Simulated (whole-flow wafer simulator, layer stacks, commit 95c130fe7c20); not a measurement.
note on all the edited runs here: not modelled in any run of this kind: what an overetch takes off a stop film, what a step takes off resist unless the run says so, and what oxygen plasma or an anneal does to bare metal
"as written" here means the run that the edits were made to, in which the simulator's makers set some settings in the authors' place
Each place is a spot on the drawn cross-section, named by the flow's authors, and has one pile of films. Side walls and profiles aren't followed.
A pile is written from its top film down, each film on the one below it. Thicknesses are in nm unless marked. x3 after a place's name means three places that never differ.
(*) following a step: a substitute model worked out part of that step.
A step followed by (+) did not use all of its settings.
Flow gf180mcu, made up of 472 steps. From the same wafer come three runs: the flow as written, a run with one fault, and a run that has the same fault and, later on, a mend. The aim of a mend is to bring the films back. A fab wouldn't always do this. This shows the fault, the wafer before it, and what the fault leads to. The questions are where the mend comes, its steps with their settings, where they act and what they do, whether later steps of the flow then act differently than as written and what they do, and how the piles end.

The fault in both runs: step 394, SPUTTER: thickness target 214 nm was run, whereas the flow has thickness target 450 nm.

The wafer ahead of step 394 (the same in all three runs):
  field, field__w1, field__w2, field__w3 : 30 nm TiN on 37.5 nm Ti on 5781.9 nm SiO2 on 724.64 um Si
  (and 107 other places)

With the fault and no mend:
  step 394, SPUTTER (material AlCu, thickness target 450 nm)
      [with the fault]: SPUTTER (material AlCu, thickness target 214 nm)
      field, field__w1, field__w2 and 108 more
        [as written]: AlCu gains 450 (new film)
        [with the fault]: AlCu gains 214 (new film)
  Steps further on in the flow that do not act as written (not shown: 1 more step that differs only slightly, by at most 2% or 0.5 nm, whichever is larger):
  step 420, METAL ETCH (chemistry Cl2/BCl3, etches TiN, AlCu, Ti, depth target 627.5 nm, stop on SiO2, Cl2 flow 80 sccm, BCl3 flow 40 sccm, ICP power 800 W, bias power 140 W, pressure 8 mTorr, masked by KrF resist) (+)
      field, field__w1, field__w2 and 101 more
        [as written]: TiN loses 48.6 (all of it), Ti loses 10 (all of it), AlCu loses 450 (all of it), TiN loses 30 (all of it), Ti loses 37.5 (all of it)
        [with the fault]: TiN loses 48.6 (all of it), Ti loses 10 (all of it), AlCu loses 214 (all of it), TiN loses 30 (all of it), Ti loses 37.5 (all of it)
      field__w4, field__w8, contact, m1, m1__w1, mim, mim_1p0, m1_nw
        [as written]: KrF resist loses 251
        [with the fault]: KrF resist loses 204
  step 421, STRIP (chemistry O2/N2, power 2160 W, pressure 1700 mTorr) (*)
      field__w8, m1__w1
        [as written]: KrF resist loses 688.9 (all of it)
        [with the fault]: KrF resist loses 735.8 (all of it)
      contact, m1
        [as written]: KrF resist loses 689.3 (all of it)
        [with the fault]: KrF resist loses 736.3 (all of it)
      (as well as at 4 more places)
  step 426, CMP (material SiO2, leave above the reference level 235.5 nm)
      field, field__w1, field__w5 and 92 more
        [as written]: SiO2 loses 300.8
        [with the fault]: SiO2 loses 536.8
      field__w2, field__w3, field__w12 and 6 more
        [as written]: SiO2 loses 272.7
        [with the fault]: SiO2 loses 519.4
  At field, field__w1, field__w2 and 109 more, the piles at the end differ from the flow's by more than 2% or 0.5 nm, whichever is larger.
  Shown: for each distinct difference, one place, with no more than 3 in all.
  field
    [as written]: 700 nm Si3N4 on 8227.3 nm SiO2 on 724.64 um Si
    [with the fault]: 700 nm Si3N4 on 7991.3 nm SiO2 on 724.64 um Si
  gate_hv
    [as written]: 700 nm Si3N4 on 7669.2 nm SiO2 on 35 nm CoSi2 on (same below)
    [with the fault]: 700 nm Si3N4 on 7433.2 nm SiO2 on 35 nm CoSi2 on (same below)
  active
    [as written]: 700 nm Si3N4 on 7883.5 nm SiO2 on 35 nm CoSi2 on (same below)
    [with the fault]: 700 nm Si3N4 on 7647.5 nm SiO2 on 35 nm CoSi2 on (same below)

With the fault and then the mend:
  The mend follows step 394.
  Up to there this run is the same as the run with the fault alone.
  step 394a, SPUTTER (material AlCu, thickness target 236 nm) (the flow's step 394, run once more with other settings)
      field, field__w1, field__w2 and 108 more
        AlCu gains 236
  None of the later steps of the flow acts differently than as written at any place that is followed.
  The piles end the same as the flow's at every place that both follow.
